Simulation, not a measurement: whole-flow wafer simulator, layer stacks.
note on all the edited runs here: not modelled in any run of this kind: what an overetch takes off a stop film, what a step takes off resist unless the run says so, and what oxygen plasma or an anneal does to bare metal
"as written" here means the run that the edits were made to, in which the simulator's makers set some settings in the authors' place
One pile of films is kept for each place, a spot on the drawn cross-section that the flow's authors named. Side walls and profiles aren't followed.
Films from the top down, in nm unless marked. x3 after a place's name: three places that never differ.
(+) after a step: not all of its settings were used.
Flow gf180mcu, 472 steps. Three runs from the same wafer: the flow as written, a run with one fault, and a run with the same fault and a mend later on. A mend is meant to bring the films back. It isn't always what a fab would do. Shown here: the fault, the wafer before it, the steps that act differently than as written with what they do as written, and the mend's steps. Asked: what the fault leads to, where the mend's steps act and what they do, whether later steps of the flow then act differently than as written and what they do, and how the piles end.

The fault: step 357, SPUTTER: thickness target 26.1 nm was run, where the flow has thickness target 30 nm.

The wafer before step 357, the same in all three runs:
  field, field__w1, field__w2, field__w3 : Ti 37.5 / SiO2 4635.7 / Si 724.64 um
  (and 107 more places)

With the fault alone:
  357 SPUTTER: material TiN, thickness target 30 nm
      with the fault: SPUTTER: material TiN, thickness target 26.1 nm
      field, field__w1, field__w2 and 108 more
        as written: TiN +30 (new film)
        with the fault: TiN +26.1 (new film)
  Later steps of the flow that act differently than as written (1 more step differs only slightly, by at most 2% or 0.5 nm, whichever is larger, and isn't shown):
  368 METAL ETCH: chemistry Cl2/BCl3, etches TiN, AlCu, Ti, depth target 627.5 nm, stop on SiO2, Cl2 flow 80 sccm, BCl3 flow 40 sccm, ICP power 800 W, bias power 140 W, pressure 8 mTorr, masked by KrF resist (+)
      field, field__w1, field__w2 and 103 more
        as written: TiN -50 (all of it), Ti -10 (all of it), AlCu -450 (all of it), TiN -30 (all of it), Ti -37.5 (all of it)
        with the fault: TiN -50 (all of it), Ti -10 (all of it), AlCu -450 (all of it), TiN -26.1 (all of it), Ti -37.5 (all of it)
  At the end the piles differ from the flow's by more than 2% or 0.5 nm, whichever is larger, at field__w8, contact, m1, m1__w1, m1_nw.
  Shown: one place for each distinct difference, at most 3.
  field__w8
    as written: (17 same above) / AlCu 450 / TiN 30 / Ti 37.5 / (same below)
    with the fault: (17 same above) / AlCu 450 / TiN 26.1 / Ti 37.5 / (same below)
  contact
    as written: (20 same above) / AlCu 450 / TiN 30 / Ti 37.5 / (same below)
    with the fault: (20 same above) / AlCu 450 / TiN 26.1 / Ti 37.5 / (same below)

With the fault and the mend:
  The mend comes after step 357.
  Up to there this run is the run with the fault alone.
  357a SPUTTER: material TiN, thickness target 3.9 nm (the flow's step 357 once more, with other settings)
      field, field__w1, field__w2 and 108 more
        TiN +3.9
  No later step of the flow acts differently than as written at any place that is followed.
  At the end the piles are the same as the flow's at every place that both follow.
